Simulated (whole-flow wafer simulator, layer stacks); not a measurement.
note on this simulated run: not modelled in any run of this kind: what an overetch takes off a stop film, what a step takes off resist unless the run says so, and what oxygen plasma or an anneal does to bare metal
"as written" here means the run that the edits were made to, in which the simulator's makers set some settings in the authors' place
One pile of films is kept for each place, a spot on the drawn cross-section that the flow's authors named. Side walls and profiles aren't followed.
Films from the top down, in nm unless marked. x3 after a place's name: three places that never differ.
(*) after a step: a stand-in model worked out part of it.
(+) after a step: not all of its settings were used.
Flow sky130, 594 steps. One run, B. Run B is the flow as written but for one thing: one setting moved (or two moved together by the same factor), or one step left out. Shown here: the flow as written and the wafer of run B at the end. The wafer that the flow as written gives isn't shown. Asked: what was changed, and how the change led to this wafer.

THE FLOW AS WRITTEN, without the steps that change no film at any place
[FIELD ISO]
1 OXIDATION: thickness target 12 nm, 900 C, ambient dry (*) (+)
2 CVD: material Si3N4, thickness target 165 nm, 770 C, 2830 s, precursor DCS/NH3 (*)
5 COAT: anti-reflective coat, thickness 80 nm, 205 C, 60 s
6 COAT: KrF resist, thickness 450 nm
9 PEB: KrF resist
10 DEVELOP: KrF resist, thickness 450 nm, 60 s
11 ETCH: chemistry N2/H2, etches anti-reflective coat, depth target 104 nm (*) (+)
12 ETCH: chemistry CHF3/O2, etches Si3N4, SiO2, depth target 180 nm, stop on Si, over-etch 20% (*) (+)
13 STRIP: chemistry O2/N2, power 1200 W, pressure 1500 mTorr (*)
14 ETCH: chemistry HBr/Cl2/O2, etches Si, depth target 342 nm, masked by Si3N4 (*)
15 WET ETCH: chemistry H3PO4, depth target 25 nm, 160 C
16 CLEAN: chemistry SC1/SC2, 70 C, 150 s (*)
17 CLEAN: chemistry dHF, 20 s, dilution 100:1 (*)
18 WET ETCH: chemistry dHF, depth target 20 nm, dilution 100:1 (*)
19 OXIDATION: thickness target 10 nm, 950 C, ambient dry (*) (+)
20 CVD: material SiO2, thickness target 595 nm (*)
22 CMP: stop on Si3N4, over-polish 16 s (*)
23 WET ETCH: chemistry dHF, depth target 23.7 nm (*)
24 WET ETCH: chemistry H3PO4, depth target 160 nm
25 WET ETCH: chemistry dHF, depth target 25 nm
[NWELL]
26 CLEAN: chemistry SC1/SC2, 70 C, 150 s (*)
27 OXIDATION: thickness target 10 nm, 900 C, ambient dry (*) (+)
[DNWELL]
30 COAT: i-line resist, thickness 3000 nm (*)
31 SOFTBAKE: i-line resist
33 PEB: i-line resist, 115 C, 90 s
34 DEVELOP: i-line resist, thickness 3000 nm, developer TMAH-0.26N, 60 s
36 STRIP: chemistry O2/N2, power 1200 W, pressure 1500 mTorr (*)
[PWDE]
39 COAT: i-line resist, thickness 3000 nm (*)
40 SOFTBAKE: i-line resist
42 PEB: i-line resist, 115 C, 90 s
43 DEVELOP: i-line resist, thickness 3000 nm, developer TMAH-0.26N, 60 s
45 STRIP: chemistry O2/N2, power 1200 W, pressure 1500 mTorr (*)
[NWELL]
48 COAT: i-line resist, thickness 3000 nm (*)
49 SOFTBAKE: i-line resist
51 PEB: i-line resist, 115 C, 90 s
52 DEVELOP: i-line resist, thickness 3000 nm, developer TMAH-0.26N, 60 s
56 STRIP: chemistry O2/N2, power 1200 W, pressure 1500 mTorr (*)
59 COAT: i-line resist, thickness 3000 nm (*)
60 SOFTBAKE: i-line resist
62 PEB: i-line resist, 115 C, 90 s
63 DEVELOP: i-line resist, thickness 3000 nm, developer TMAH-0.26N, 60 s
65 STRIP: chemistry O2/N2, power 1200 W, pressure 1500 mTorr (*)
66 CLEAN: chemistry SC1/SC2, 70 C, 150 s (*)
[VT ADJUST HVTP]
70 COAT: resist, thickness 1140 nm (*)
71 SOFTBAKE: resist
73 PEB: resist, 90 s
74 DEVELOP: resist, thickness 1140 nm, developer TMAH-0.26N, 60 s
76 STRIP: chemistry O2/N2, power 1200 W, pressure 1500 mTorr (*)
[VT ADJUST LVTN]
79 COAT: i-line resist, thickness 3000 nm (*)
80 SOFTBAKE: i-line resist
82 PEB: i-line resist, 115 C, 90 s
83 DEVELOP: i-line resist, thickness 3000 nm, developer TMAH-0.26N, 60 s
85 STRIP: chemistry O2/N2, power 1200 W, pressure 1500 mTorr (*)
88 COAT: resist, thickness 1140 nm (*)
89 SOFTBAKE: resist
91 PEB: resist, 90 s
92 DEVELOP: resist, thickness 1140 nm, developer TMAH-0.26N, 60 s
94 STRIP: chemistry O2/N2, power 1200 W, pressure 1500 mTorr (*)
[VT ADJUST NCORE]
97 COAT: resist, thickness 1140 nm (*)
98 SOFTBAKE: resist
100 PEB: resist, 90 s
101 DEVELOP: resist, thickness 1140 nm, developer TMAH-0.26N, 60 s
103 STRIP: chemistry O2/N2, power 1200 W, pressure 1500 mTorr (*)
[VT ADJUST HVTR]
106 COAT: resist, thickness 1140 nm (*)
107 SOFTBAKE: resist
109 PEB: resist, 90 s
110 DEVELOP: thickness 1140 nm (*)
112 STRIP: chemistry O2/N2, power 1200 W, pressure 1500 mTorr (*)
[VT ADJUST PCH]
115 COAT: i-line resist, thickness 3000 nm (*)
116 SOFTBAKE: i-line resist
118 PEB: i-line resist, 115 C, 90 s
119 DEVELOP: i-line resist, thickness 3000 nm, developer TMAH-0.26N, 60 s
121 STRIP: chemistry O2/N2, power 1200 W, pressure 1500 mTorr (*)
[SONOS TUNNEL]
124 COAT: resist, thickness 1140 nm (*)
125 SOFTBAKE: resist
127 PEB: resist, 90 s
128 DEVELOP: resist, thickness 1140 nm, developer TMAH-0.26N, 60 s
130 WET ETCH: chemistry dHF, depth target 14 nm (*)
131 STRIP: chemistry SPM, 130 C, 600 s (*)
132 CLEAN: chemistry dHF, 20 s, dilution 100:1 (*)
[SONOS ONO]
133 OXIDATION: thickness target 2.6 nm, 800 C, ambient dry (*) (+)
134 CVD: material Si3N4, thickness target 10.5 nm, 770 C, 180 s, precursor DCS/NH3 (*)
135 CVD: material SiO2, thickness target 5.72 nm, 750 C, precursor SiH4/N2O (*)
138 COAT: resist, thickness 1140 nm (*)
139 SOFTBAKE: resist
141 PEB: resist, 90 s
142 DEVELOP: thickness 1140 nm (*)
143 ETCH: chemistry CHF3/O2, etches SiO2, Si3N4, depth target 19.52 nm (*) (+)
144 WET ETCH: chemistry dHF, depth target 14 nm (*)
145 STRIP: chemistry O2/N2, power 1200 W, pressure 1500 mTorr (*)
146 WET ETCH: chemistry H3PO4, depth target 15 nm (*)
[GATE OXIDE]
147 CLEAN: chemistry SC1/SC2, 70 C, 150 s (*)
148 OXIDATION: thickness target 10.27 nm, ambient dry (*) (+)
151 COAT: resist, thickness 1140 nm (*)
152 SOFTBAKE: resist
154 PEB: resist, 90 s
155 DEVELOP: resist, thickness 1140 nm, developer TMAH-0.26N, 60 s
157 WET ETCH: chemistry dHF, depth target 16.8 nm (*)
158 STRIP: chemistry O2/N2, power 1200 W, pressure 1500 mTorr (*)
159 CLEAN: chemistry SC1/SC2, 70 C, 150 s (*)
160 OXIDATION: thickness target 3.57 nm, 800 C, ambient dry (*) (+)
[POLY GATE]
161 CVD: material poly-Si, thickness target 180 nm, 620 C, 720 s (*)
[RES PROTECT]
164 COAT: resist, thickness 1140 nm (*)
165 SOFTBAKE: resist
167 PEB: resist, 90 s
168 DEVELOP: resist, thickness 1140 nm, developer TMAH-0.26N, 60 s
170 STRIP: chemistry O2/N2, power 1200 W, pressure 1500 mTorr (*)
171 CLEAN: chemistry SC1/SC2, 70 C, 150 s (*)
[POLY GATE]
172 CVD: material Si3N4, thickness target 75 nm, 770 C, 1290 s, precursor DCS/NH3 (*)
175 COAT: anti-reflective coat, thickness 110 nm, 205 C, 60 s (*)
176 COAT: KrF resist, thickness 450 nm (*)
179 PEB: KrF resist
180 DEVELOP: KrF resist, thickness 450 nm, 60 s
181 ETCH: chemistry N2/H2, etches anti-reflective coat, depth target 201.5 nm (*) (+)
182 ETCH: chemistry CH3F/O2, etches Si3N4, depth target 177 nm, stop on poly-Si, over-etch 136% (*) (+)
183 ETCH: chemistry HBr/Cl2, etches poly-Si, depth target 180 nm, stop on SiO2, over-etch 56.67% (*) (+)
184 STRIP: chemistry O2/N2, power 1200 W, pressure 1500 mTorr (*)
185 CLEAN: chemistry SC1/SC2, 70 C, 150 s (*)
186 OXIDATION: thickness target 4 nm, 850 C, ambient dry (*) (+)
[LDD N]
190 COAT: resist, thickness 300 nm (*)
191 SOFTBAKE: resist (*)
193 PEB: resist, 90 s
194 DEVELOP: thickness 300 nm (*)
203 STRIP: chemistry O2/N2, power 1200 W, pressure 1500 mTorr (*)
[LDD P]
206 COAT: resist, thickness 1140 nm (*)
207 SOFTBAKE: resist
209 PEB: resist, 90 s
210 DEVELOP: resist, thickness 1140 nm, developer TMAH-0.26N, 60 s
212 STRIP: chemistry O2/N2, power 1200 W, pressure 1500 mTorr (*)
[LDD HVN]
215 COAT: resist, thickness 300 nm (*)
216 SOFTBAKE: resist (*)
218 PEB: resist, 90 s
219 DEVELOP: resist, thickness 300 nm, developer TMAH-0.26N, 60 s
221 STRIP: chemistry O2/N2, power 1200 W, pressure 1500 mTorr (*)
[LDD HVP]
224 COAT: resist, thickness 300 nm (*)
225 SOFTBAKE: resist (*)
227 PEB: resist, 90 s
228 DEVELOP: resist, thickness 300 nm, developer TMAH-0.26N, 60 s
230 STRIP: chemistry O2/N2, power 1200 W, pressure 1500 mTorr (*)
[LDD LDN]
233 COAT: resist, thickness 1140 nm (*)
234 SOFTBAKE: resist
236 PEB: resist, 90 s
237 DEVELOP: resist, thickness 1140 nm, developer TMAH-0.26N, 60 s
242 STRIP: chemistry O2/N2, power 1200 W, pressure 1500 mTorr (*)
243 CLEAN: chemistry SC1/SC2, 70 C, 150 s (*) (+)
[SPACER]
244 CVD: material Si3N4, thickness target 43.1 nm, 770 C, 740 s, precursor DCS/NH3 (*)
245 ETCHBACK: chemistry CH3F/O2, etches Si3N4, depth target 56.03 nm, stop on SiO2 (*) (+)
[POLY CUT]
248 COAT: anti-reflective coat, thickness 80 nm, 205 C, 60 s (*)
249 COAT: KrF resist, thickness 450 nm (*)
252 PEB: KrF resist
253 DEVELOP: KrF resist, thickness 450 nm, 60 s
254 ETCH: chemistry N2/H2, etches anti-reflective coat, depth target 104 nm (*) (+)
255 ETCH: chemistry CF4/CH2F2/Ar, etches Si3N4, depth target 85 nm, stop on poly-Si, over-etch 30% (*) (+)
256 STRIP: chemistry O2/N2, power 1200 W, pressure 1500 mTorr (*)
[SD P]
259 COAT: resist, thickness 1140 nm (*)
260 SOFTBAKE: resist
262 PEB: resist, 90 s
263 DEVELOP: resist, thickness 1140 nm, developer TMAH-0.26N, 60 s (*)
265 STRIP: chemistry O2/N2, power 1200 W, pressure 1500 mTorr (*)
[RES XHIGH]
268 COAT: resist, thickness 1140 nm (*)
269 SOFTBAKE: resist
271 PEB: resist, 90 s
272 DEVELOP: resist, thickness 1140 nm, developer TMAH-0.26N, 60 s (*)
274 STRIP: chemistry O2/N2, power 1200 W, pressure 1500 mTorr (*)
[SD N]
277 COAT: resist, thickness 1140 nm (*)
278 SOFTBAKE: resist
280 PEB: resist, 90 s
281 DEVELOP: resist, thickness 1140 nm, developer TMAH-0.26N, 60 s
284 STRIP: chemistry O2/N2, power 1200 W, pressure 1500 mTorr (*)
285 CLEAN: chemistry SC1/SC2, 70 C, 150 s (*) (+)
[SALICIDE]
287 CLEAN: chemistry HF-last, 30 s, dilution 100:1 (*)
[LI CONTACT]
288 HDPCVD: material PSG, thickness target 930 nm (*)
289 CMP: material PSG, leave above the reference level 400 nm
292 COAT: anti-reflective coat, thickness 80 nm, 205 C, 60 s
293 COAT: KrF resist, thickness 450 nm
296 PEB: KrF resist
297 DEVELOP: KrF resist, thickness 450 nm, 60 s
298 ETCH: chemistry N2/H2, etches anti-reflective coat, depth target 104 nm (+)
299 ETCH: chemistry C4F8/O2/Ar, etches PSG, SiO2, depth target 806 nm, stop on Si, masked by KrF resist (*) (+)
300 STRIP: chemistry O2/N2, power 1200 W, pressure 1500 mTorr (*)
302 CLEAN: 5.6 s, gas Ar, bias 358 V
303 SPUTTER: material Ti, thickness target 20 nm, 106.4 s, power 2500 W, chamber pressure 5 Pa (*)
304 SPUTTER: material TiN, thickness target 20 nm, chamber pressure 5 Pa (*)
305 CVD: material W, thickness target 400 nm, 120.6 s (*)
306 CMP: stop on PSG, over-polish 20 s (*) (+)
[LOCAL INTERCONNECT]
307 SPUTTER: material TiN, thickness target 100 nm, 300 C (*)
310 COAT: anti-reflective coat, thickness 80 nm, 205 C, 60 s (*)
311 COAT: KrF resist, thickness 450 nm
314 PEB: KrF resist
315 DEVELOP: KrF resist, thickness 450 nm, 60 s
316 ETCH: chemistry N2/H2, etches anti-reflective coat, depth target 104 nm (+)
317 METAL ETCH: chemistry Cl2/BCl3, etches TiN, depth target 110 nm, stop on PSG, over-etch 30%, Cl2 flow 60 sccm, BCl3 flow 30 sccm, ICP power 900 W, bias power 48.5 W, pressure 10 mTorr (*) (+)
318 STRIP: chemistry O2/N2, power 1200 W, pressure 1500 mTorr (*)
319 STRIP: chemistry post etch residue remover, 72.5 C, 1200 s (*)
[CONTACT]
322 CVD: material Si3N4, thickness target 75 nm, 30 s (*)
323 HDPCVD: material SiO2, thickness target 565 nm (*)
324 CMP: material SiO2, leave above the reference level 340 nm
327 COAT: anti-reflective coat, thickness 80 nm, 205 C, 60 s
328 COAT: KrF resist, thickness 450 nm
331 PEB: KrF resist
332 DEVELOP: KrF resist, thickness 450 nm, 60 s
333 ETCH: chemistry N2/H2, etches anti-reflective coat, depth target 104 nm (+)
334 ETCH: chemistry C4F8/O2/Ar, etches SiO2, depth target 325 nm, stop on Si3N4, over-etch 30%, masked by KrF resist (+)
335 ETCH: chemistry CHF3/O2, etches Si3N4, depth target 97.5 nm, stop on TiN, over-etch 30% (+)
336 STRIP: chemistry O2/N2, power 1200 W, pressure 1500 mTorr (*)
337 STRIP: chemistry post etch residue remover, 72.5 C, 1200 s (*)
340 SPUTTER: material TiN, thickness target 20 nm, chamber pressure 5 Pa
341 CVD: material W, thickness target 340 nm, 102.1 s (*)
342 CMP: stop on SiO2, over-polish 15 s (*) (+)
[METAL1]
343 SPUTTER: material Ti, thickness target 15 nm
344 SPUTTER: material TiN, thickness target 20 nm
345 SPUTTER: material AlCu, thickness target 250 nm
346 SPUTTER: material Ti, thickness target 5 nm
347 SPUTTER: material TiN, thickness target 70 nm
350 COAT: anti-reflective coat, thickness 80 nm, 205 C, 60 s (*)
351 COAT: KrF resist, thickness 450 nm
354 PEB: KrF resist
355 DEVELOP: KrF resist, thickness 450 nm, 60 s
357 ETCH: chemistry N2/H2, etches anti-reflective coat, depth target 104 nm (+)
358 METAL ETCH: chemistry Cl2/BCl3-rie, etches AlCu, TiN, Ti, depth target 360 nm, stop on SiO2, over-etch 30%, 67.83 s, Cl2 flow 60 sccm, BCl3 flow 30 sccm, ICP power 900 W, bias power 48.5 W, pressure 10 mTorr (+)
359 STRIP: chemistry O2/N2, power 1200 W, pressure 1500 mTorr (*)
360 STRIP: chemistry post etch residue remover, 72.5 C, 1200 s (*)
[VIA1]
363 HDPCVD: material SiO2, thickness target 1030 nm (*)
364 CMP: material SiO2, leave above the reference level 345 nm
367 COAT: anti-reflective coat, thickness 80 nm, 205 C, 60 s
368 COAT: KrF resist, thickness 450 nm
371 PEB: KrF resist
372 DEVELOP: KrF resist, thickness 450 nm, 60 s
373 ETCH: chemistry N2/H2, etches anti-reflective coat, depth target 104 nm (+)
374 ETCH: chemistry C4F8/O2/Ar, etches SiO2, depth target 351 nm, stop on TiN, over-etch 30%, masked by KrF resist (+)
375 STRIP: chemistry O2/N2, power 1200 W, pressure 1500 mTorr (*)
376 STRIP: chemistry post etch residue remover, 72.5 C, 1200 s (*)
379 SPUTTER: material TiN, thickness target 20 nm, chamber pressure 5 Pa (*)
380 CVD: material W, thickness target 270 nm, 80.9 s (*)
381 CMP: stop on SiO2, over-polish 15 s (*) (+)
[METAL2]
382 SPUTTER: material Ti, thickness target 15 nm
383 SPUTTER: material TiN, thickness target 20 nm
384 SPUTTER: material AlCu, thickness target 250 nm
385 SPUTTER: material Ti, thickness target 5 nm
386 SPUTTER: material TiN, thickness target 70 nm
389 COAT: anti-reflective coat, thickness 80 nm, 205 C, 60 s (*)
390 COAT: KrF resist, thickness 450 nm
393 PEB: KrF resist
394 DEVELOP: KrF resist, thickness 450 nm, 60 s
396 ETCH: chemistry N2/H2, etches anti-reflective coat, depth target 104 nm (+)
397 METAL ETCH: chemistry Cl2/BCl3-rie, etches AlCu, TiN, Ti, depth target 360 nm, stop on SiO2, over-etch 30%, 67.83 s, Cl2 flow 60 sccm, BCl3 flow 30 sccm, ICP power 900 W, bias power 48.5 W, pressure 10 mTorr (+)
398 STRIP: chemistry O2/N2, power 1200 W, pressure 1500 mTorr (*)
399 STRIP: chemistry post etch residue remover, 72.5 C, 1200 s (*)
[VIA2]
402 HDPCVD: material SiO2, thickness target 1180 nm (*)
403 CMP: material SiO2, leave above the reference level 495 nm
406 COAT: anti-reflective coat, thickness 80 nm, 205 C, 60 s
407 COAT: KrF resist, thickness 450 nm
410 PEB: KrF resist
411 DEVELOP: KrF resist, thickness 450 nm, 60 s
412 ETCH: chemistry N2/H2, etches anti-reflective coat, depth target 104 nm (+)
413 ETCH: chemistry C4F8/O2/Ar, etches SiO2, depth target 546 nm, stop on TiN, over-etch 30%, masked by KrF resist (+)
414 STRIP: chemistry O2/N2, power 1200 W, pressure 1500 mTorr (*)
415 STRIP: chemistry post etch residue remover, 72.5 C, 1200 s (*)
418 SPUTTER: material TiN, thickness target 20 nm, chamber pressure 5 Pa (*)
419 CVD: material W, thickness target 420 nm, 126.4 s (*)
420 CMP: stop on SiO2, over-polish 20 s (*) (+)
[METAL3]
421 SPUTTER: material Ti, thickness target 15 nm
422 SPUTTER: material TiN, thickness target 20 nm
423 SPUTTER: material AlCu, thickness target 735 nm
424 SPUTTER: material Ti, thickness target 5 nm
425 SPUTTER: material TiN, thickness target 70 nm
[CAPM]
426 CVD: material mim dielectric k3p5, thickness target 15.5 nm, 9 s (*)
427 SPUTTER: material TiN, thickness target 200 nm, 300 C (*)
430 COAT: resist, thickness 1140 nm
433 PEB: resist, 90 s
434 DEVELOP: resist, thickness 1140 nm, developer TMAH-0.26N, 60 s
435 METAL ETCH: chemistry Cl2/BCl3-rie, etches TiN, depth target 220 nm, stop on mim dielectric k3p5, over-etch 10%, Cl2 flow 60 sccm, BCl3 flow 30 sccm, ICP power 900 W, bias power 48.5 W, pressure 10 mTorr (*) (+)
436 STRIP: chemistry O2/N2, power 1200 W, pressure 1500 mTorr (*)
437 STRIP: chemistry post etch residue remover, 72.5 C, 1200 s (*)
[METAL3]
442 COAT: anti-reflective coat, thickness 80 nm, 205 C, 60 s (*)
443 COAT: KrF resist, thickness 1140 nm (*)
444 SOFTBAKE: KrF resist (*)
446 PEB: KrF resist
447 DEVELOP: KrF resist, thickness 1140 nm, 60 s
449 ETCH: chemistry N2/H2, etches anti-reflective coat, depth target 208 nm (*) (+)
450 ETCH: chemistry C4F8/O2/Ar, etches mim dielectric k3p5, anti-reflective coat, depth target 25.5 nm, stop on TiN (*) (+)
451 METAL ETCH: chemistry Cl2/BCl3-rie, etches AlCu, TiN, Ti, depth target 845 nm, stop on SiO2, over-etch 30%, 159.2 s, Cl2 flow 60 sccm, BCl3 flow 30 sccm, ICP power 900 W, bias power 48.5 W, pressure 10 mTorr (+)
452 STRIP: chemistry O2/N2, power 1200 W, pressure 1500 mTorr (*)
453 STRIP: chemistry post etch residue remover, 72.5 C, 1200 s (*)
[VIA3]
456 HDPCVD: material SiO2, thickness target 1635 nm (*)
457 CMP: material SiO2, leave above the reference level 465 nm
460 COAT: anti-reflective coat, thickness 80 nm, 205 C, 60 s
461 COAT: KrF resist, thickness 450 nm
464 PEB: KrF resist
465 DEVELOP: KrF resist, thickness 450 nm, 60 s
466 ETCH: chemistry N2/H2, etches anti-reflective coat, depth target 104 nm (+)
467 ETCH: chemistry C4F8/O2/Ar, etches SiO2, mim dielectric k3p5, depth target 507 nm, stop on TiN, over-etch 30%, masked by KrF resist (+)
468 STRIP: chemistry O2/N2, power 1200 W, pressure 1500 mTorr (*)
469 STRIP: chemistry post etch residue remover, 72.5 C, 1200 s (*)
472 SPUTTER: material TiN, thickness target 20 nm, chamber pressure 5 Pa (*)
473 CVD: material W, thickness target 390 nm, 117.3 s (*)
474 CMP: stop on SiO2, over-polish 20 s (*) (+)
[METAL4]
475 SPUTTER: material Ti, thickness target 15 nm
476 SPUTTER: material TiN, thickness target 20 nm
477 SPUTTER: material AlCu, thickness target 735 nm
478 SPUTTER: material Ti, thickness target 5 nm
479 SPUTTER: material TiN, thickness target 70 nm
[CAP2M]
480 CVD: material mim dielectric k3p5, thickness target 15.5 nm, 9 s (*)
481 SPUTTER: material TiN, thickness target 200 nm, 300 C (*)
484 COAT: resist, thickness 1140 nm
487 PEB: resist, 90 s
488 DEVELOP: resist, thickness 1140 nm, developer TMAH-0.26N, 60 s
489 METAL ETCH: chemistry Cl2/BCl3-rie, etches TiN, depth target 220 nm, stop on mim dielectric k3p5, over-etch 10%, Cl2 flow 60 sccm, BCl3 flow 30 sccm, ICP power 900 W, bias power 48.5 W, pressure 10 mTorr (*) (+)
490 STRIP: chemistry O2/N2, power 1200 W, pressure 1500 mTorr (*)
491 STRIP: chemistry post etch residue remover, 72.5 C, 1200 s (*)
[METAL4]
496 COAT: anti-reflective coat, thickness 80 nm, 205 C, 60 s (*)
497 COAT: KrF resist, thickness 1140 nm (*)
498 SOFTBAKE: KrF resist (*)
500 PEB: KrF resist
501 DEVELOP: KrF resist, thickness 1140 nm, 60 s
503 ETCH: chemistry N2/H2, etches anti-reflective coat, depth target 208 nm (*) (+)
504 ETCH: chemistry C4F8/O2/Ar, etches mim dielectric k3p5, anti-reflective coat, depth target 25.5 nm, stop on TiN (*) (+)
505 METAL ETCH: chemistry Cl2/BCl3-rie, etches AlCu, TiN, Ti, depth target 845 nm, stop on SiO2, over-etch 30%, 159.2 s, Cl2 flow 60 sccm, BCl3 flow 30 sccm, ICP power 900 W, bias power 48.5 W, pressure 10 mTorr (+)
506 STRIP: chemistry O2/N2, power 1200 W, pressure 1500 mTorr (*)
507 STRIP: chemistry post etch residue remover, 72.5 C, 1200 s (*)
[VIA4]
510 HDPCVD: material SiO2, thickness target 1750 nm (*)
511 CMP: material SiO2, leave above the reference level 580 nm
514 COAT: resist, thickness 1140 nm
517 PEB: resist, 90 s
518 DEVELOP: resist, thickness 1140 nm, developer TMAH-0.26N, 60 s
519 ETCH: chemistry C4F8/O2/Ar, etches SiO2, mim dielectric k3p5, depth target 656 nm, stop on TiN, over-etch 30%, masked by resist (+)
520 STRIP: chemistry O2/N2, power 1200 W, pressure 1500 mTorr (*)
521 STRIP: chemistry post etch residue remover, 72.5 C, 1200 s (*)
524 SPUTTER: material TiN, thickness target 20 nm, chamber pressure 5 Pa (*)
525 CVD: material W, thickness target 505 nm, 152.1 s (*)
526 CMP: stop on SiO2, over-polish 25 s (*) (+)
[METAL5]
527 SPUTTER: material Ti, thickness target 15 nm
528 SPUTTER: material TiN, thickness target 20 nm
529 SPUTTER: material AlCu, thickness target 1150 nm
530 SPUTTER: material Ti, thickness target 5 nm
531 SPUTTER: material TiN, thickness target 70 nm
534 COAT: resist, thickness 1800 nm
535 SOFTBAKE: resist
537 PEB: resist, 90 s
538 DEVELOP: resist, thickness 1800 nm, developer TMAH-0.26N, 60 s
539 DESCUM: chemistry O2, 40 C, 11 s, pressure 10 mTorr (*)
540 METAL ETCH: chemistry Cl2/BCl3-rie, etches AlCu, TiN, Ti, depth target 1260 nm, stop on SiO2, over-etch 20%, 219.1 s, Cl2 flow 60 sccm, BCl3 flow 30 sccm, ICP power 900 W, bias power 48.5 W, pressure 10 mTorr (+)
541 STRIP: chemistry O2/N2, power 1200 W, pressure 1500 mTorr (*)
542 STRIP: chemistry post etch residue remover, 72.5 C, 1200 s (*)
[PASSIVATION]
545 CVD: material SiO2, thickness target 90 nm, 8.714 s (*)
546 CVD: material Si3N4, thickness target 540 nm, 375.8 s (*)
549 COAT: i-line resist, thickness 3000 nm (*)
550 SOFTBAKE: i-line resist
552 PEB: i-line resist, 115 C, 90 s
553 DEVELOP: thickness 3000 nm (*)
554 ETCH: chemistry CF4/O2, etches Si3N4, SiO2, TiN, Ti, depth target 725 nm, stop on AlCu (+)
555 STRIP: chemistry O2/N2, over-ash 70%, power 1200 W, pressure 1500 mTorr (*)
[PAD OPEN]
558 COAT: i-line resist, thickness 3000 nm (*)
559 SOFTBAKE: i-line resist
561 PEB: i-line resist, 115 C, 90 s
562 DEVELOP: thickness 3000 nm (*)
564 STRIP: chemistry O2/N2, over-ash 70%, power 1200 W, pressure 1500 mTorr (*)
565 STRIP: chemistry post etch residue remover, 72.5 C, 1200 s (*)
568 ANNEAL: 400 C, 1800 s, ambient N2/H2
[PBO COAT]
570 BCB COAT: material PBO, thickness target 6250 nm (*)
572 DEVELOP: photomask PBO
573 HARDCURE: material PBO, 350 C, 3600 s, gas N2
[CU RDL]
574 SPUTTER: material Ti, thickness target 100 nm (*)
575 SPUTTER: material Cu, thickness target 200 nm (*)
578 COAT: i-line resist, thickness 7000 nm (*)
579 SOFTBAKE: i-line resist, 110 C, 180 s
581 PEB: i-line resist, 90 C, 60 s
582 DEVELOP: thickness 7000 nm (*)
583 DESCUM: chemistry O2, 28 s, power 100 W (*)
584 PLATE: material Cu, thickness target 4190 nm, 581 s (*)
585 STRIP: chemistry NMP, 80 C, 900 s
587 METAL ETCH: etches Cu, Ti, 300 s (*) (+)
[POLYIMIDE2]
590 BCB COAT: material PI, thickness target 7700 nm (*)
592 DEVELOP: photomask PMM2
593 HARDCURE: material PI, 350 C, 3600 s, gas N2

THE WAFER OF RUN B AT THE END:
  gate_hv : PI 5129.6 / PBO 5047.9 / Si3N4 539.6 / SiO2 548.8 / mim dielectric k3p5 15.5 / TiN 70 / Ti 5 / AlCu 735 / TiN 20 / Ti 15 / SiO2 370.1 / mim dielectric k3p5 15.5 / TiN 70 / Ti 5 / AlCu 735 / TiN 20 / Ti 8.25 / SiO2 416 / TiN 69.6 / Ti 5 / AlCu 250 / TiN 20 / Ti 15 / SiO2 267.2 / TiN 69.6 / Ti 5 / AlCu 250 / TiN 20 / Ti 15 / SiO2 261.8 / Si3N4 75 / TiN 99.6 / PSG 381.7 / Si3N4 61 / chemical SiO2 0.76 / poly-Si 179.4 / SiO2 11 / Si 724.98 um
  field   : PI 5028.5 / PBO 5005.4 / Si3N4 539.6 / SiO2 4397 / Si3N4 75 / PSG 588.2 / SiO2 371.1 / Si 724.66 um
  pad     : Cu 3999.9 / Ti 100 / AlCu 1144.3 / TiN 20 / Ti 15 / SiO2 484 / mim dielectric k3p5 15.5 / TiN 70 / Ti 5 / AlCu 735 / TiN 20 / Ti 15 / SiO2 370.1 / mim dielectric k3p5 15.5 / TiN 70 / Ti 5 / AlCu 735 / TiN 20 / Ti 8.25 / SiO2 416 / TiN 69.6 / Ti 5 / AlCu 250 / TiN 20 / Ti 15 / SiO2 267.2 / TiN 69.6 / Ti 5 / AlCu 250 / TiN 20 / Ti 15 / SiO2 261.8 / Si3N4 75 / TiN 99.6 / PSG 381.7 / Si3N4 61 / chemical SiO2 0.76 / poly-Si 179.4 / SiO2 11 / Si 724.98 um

The cause: step 421, SPUTTER: thickness target 8.25 nm was run, where the flow has thickness target 15 nm.
It can be read off the wafer: gate_hv has Ti 8.25, and step 421 as written asks for 15 nm.

How the change led to this, step by step:
  421 SPUTTER: material Ti, thickness target 15 nm
      field, active, n_well and 188 more: Ti +8.25 (new film) (as written it would be: Ti +15 (new film))
  451 METAL ETCH: chemistry Cl2/BCl3-rie, etches AlCu, TiN, Ti, depth target 845 nm, stop on SiO2, over-etch 30%, 159.2 s, Cl2 flow 60 sccm, BCl3 flow 30 sccm, ICP power 900 W, bias power 48.5 W, pressure 10 mTorr (+)
      field, active, gate and 69 more: TiN -70 (all of it), Ti -5 (all of it), AlCu -735 (all of it), TiN -20 (all of it), Ti -8.25 (all of it), SiO2 -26 (as written it would be: TiN -70 (all of it), Ti -5 (all of it), AlCu -735 (all of it), TiN -20 (all of it), Ti -15 (all of it), SiO2 -25.4)
      vpp_ln, vpp_iso2, ndiff_ln and 10 more: TiN -70 (all of it), Ti -5 (all of it), AlCu -735 (all of it), TiN -20 (all of it), Ti -8.25 (all of it), SiO2 -26 (as written it would be: TiN -70 (all of it), Ti -5 (all of it), AlCu -735 (all of it), TiN -20 (all of it), Ti -15 (all of it), SiO2 -25.3)
